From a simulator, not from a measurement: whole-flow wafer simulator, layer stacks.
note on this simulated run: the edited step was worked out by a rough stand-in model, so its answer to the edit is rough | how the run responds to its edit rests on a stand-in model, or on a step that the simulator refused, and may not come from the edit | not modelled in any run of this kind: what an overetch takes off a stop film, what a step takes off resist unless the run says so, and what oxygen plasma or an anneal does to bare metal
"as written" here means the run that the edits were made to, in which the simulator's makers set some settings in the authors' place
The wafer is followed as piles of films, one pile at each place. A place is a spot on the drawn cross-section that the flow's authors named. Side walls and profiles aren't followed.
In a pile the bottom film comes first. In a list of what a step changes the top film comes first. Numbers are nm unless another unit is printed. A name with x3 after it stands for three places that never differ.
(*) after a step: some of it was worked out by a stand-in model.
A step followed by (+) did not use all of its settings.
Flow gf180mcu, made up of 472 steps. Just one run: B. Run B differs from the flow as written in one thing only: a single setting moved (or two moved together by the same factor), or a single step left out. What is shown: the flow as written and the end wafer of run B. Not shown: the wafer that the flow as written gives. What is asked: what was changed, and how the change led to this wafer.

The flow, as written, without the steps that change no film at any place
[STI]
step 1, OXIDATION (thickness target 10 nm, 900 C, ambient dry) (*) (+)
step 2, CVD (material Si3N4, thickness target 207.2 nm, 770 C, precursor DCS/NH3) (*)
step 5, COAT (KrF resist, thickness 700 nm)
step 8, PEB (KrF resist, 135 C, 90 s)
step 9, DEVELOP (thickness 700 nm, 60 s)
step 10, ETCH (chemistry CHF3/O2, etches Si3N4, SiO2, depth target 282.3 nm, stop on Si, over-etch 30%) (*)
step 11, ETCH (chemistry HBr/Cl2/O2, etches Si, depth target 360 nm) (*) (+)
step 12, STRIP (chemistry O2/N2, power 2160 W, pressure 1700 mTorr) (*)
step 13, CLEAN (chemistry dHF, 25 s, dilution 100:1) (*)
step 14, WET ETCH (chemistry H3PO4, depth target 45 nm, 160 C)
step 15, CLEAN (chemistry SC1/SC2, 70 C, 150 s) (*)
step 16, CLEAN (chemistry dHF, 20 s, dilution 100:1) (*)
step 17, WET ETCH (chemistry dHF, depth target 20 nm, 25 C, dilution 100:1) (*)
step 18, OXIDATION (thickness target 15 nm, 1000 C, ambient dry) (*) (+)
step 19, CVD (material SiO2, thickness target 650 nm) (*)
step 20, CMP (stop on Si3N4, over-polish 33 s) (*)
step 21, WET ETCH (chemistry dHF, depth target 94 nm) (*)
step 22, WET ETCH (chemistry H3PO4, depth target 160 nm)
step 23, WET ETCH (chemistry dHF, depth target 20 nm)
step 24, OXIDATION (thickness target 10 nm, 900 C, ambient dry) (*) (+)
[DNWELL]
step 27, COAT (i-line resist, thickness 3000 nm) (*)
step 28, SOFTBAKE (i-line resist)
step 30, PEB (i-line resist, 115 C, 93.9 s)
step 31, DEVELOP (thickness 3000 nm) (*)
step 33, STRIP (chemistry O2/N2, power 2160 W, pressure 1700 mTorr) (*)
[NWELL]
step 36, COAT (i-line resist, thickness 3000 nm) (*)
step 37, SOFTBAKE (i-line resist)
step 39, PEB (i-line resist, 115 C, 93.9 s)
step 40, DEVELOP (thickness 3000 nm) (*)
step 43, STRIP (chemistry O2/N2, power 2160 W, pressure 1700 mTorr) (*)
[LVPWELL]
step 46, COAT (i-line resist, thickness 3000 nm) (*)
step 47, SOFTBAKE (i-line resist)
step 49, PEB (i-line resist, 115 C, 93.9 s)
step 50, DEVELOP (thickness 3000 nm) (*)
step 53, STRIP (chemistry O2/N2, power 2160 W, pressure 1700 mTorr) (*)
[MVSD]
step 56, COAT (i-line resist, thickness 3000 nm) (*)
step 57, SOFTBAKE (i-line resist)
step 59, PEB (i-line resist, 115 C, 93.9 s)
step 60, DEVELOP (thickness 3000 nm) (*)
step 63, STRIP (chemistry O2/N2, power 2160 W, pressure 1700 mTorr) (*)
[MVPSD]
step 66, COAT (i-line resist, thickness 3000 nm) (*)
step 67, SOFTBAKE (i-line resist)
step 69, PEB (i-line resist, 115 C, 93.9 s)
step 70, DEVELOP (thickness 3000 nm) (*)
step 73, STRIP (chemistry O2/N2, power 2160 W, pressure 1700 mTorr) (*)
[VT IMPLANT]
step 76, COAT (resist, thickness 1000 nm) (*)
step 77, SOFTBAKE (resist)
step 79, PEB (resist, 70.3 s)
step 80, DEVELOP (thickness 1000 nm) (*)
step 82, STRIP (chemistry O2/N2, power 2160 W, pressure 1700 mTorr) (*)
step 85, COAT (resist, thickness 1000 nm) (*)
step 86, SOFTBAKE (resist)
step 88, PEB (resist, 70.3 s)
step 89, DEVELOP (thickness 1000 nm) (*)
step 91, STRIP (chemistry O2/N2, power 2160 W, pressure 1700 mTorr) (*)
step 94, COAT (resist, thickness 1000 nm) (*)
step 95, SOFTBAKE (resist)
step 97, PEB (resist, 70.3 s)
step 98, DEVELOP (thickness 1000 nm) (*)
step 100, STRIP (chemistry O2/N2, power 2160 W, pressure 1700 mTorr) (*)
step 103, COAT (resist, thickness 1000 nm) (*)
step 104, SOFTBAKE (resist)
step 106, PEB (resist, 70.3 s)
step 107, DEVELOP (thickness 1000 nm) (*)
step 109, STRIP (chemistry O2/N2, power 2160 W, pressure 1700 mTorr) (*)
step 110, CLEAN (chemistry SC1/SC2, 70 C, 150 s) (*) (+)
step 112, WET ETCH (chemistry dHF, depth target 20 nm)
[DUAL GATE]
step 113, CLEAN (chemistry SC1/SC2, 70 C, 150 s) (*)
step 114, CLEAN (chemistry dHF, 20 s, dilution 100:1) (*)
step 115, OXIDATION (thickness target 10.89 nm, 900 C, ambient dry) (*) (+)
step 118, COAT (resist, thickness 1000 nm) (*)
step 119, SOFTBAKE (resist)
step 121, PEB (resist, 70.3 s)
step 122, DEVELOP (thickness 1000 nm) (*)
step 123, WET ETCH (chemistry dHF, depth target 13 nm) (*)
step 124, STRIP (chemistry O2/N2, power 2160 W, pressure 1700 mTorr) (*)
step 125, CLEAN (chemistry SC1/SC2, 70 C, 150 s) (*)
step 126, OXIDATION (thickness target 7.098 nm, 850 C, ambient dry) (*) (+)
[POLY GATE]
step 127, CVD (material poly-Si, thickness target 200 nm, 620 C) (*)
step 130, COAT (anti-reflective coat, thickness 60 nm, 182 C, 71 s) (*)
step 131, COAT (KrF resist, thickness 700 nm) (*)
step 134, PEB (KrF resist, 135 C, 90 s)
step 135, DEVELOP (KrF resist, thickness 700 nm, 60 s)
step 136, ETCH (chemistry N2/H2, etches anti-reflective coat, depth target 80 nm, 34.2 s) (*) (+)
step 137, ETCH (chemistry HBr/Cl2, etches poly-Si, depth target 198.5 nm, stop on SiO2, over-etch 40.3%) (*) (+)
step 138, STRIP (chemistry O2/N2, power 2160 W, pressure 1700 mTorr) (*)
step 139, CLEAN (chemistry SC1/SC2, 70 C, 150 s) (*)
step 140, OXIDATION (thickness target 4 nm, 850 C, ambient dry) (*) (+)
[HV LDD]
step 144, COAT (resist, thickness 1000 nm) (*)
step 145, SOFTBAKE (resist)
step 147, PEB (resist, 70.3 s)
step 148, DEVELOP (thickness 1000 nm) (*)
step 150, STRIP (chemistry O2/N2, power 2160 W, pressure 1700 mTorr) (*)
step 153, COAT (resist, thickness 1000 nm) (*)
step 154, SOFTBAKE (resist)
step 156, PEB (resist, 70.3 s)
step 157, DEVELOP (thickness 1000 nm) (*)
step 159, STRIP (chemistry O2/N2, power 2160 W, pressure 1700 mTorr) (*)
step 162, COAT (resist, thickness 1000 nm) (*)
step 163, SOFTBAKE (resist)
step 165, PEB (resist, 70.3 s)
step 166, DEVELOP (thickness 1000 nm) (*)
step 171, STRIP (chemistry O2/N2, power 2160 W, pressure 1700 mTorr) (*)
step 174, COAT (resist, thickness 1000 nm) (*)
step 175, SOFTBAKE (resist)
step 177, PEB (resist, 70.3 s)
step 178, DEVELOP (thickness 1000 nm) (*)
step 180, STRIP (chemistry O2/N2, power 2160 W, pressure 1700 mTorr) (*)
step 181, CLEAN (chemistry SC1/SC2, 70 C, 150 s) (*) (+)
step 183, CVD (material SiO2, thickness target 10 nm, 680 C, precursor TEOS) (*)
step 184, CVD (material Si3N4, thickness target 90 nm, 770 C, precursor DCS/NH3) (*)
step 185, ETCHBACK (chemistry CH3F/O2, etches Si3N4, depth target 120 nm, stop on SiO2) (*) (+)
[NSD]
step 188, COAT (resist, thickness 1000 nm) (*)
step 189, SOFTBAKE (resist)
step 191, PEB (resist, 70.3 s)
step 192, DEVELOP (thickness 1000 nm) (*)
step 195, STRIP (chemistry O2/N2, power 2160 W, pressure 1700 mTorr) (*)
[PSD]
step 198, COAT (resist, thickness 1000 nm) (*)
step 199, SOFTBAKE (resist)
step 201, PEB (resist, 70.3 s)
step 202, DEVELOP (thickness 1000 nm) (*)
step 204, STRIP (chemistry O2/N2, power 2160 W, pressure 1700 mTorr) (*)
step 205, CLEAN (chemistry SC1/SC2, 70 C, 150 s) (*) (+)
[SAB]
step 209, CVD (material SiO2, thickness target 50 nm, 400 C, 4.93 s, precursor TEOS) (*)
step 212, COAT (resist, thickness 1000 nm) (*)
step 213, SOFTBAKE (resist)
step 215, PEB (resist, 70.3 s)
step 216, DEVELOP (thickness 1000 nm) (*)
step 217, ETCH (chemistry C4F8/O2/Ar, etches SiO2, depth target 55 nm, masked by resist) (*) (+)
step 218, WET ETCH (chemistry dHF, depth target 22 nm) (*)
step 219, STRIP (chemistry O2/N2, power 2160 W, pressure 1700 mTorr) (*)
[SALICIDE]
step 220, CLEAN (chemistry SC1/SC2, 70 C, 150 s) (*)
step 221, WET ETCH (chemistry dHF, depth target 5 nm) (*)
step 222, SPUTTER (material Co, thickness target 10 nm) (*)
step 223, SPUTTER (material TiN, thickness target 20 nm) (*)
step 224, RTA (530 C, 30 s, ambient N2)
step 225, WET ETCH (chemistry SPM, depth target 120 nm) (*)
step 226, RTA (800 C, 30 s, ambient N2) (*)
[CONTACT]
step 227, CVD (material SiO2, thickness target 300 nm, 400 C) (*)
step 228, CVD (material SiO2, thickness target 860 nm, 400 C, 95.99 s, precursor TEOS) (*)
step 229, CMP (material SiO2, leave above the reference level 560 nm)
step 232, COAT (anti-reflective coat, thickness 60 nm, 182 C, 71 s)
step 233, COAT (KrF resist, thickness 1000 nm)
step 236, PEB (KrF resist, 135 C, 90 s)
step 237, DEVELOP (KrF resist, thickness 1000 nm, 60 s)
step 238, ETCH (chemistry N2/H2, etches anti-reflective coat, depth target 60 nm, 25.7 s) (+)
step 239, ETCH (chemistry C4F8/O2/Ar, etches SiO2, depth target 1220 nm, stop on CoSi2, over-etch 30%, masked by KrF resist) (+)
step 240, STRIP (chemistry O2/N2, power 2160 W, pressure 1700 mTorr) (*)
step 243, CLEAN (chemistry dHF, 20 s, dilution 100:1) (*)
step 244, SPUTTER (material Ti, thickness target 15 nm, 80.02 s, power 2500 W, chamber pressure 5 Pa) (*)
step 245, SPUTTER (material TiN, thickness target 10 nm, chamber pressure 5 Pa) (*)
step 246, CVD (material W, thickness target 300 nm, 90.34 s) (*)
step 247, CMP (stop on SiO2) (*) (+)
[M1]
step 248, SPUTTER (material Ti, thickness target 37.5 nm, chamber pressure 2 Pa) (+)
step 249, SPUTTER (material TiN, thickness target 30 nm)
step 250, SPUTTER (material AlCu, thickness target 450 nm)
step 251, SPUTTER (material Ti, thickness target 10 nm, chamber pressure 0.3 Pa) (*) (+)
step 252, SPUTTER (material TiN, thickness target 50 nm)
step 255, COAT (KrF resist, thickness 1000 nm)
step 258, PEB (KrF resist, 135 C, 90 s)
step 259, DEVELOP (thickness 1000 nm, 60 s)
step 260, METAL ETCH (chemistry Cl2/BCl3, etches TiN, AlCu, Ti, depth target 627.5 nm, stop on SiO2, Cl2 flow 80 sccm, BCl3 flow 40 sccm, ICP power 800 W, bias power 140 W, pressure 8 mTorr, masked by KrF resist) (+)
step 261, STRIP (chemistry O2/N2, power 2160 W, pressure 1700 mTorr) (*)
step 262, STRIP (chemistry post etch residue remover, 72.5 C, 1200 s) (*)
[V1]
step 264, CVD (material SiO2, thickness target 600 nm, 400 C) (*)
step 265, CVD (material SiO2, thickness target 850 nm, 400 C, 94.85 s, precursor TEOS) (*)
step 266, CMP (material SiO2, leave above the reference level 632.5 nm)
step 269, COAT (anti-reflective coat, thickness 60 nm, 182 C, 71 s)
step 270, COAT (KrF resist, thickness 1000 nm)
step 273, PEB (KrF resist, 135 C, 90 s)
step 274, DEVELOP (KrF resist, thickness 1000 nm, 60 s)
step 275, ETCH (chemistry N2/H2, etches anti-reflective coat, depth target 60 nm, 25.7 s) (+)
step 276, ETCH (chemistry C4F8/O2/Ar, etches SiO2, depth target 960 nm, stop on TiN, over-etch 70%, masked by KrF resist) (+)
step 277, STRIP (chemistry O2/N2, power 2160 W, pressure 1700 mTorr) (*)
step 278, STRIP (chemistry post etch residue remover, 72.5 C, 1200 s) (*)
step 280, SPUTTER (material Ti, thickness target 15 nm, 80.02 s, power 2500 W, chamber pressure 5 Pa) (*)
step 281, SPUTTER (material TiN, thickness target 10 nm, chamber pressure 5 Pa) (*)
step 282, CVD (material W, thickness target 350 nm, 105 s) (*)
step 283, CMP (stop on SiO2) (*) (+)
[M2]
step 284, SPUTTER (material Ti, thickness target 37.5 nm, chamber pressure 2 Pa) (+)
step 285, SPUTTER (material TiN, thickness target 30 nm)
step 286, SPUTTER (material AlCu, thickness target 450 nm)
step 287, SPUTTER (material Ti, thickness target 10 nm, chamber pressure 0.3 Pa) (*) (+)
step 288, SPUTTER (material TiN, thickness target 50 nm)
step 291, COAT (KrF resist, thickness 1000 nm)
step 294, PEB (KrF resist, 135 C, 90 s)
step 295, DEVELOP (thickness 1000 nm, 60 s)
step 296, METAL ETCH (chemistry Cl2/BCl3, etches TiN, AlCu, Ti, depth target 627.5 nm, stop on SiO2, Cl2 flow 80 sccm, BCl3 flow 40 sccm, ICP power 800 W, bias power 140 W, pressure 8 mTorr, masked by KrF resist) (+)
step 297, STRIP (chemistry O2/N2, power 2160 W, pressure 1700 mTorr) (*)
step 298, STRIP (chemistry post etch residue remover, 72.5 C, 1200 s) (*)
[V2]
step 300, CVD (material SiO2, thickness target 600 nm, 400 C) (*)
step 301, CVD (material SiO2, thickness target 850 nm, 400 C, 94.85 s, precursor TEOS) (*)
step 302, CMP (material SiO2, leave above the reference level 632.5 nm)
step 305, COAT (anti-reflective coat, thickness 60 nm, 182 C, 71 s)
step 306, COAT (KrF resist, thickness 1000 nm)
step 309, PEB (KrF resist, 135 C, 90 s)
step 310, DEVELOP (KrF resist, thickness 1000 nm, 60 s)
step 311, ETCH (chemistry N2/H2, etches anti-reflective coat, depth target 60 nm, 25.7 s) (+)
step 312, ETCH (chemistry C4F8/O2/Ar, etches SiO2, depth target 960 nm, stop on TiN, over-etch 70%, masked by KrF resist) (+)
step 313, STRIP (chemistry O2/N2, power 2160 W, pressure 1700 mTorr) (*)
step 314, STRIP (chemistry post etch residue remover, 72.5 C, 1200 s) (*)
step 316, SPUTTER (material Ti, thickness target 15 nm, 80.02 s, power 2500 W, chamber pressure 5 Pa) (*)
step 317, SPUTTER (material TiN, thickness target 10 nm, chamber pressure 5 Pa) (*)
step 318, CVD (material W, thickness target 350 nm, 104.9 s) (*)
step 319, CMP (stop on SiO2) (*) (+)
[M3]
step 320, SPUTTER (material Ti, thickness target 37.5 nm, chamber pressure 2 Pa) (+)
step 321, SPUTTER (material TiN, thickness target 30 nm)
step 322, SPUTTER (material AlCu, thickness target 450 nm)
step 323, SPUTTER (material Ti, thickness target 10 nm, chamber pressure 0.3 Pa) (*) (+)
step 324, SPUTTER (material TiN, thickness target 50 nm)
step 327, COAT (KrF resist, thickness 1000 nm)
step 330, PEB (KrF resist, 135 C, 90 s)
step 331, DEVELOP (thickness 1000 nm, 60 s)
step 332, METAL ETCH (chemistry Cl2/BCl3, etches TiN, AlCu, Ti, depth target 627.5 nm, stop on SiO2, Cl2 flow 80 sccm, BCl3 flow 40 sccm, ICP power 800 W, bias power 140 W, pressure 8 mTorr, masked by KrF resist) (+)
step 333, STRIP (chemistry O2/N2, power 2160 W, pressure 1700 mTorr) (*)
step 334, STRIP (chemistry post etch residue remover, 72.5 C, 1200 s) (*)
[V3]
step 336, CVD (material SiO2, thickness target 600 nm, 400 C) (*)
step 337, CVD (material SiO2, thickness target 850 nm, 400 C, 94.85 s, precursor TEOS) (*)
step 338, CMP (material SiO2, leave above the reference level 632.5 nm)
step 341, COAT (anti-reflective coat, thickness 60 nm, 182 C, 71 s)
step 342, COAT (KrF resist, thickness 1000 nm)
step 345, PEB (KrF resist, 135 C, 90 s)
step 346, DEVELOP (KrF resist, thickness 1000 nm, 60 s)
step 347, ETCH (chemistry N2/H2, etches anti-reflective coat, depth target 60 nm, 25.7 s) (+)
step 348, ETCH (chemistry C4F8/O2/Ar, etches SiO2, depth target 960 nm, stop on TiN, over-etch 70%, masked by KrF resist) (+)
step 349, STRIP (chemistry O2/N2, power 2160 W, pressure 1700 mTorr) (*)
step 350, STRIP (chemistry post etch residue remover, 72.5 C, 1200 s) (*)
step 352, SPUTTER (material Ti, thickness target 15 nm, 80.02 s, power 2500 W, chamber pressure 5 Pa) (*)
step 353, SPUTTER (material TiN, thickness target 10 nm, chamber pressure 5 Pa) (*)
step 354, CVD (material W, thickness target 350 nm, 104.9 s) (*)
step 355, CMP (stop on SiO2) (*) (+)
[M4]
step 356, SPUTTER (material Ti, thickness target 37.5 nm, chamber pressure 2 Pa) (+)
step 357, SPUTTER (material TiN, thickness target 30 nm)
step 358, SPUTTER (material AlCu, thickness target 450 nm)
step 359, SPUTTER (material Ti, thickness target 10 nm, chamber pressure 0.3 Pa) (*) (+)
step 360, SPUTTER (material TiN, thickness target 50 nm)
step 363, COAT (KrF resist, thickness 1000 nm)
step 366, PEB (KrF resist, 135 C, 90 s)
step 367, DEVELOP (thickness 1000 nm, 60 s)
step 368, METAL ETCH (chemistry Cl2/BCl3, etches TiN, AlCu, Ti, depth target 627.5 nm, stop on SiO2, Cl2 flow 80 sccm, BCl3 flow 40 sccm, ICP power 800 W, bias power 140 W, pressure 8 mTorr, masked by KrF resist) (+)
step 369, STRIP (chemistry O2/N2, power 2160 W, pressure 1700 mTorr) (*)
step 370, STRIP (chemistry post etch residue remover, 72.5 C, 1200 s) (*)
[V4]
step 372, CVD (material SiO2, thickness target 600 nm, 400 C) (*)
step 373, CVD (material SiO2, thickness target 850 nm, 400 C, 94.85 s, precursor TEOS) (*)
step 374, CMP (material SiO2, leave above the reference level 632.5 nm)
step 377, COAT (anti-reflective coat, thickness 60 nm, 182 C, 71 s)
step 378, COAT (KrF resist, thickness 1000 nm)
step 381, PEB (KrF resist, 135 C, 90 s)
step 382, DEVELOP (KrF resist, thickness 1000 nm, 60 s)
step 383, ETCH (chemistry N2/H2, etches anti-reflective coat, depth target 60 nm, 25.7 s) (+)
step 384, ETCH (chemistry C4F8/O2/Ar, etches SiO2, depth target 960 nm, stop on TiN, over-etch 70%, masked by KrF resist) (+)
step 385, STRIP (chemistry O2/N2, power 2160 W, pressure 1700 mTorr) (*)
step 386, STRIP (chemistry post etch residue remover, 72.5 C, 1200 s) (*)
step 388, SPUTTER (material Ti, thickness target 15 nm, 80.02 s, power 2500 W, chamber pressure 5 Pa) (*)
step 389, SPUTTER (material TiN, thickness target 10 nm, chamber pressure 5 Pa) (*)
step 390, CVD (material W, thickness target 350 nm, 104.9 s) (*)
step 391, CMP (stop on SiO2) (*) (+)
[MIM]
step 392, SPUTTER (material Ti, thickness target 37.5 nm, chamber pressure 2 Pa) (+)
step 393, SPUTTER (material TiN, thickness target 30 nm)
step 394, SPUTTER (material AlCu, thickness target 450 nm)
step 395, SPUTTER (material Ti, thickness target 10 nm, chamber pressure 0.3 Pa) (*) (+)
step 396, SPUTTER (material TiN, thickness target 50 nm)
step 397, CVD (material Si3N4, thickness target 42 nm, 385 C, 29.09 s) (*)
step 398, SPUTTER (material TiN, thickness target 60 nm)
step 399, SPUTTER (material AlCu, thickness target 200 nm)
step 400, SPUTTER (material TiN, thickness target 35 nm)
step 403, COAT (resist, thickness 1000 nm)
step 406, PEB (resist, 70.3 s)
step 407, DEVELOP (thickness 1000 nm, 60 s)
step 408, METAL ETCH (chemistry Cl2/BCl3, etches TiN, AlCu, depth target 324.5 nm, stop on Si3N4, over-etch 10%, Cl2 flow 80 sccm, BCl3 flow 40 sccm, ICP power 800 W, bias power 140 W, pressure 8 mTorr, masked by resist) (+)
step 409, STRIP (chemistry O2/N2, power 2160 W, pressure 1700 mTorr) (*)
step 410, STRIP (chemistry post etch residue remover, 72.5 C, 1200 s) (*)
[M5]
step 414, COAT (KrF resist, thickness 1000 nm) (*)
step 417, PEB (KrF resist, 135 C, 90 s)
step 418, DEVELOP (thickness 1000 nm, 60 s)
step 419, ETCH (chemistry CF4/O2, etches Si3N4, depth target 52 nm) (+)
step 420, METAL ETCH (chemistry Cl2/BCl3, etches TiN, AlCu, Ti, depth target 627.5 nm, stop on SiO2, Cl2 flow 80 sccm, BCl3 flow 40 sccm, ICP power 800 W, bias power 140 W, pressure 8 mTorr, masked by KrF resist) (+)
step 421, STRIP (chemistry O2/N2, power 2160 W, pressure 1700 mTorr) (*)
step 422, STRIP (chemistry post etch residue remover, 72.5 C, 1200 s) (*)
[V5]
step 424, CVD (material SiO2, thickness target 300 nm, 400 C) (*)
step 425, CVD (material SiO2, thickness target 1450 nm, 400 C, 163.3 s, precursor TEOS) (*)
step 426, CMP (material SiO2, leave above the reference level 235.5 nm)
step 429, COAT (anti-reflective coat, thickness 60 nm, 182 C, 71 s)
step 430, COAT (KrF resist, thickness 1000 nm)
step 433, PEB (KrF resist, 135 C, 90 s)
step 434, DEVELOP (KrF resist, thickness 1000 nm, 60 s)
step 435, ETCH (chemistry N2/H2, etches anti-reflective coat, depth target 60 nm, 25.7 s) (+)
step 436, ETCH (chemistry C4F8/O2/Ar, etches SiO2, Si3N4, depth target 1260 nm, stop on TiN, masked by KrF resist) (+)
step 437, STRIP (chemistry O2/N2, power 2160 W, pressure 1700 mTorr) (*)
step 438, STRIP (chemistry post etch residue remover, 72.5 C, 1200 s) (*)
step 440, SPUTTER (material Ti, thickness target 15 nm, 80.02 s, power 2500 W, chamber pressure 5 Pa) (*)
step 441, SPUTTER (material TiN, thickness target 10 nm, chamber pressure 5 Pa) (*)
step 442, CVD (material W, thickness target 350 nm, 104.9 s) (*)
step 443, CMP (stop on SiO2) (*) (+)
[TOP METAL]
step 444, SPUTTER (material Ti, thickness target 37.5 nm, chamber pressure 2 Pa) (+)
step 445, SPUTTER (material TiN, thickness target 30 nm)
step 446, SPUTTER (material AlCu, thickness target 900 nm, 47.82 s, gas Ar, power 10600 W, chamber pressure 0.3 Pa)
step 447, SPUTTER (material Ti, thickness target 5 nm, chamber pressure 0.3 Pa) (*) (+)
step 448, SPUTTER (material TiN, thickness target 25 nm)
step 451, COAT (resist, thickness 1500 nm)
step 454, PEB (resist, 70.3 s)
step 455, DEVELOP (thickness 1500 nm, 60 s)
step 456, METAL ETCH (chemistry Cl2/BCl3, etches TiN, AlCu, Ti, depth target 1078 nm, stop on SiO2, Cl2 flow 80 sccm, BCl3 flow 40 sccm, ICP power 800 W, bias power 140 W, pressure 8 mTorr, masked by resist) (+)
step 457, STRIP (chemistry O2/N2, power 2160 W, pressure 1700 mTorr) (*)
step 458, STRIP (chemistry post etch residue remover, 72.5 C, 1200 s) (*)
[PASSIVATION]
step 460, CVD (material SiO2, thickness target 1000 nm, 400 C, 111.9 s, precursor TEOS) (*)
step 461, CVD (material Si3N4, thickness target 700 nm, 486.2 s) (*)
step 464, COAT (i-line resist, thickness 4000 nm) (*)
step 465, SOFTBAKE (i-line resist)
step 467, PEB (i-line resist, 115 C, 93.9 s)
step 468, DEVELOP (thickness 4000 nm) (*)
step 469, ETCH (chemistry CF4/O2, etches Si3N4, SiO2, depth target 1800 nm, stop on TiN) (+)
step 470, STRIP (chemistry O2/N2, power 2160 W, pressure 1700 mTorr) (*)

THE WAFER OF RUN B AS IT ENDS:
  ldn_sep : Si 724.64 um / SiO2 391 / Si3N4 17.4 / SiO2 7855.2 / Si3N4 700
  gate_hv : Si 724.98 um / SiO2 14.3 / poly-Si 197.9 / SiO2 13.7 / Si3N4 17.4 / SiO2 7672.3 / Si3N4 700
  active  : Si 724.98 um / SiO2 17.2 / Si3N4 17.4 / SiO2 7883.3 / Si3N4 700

Cause: step 185, ETCHBACK: depth target 68.4 nm was run, whereas the flow has depth target 120 nm.

Step by step, how the change led to this:
  step 185, ETCHBACK (chemistry CH3F/O2, etches Si3N4, depth target 120 nm, stop on SiO2) (*) (+)
      field, field__w1, field__w2 and 100 more: -68.4 Si3N4 (it would be, as written: -90 Si3N4 (all of it), -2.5 SiO2)
  step 188, COAT (resist, thickness 1000 nm) (*)
      spacer: +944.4 resist (new film) (it would be, as written: +920.2 resist (new film))
  step 189, SOFTBAKE (resist)
      field__w9: -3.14 resist (it would be, as written: +6.92 resist)
      nw_enc_fld_lv: +5.57 resist (it would be, as written: +0.86 resist)
  step 192, DEVELOP (thickness 1000 nm) (*)
      spacer: -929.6 resist (all of it) (it would be, as written: -905.9 resist (all of it))
  step 198, COAT (resist, thickness 1000 nm) (*)
      spacer: +944.4 resist (new film) (it would be, as written: +920.2 resist (new film))
  step 199, SOFTBAKE (resist)
      field__w9: -3.14 resist (it would be, as written: +6.92 resist)
      nw_enc_fld_lv: +5.57 resist (it would be, as written: +0.86 resist)
  step 204, STRIP (chemistry O2/N2, power 2160 W, pressure 1700 mTorr) (*)
      spacer: -929.6 resist (all of it) (it would be, as written: -905.9 resist (all of it))
  step 205, CLEAN (chemistry SC1/SC2, 70 C, 150 s) (*) (+)
      field, field__w1, field__w2 and 105 more: -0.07 Si3N4 (it would be, as written: -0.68 SiO2)
  step 209, CVD (material SiO2, thickness target 50 nm, 400 C, 4.93 s, precursor TEOS) (*)
      field, field__w7, field__w8 and 73 more: +50 SiO2 (new film) (it would be, as written: +50 SiO2)
      field_sub__w1, field_sub__w3, field_sub__w4, field_sub__w5, ld_drift_n: +48.8 SiO2 (new film) (it would be, as written: +48.9 SiO2)
      (as well as at 27 more places)
  step 212, COAT (resist, thickness 1000 nm) (*)
      spacer: +944 resist (new film) (it would be, as written: +919.4 resist (new film))
  step 216, DEVELOP (thickness 1000 nm) (*)
      spacer: -929.2 resist (all of it) (it would be, as written: -905.1 resist (all of it))
  step 217, ETCH (chemistry C4F8/O2/Ar, etches SiO2, depth target 55 nm, masked by resist) (*) (+)
      field, field__w7, field__w8 and 70 more: -50 SiO2 (all of it), -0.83 Si3N4 (it would be, as written: -55 SiO2)
      field_sub__w1, field_sub__w3, field_sub__w4, field_sub__w5, ld_drift_n: -48.8 SiO2 (all of it), -1.03 Si3N4 (it would be, as written: -55 SiO2)
      (as well as at 21 more places)
  step 218, WET ETCH (chemistry dHF, depth target 22 nm) (*)
      gate, gate_hv, gate_p and 23 more: -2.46 Si3N4 (it would be, as written: -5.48 SiO2 (all of it))
      field, field__w10, sti and 14 more: -2.46 Si3N4 (it would be, as written: -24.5 SiO2)
      (as well as at 56 more places)
  step 219, STRIP (chemistry O2/N2, power 2160 W, pressure 1700 mTorr) (*)
      gate, gate_hv, gate_p and 23 more: nothing (it would be, as written: +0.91 chemical SiO2 (new film), -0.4 poly-Si)
      active, p_well, sd_n and 20 more: nothing (it would be, as written: +0.91 chemical SiO2 (new film), -0.4 Si)
  step 220, CLEAN (chemistry SC1/SC2, 70 C, 150 s) (*)
      field, field__w2, field__w7 and 40 more: nothing (it would be, as written: -0.68 SiO2)
      field__w1, field__w3, field__w6, field__w12, m1, nw_enc_fld_lv, nw_enc_fld_lv__w3: -0.07 Si3N4 (it would be, as written: -0.68 SiO2)
  step 221, WET ETCH (chemistry dHF, depth target 5 nm) (*)
      active, p_well, gate and 46 more: -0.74 Si3N4 (it would be, as written: -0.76 chemical SiO2 (all of it))
      field, field__w1, field__w2 and 23 more: -0.74 Si3N4 (it would be, as written: -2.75 SiO2)
      (as well as at 24 more places)
  ... another 10 steps ...
  step 471, ANNEAL (400 C, 1800 s, ambient N2/H2)
      polyc_n, polyc_p: under 9 films: +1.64 void (new film), -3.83 Ti, +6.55 TiSi first (new film), -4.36 poly-Si (it would be, as written: nothing)
      contact: under 49 films: +1.62 void (new film), -3.83 Ti, +6.55 TiSi first (new film), -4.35 Si (it would be, as written: nothing)
If metal films that touch count as one body, gate_hv has 0 bodies; the flow as written gives 1 body.
If metal films that touch count as one body, active has 0 bodies; the flow as written gives 1 body.
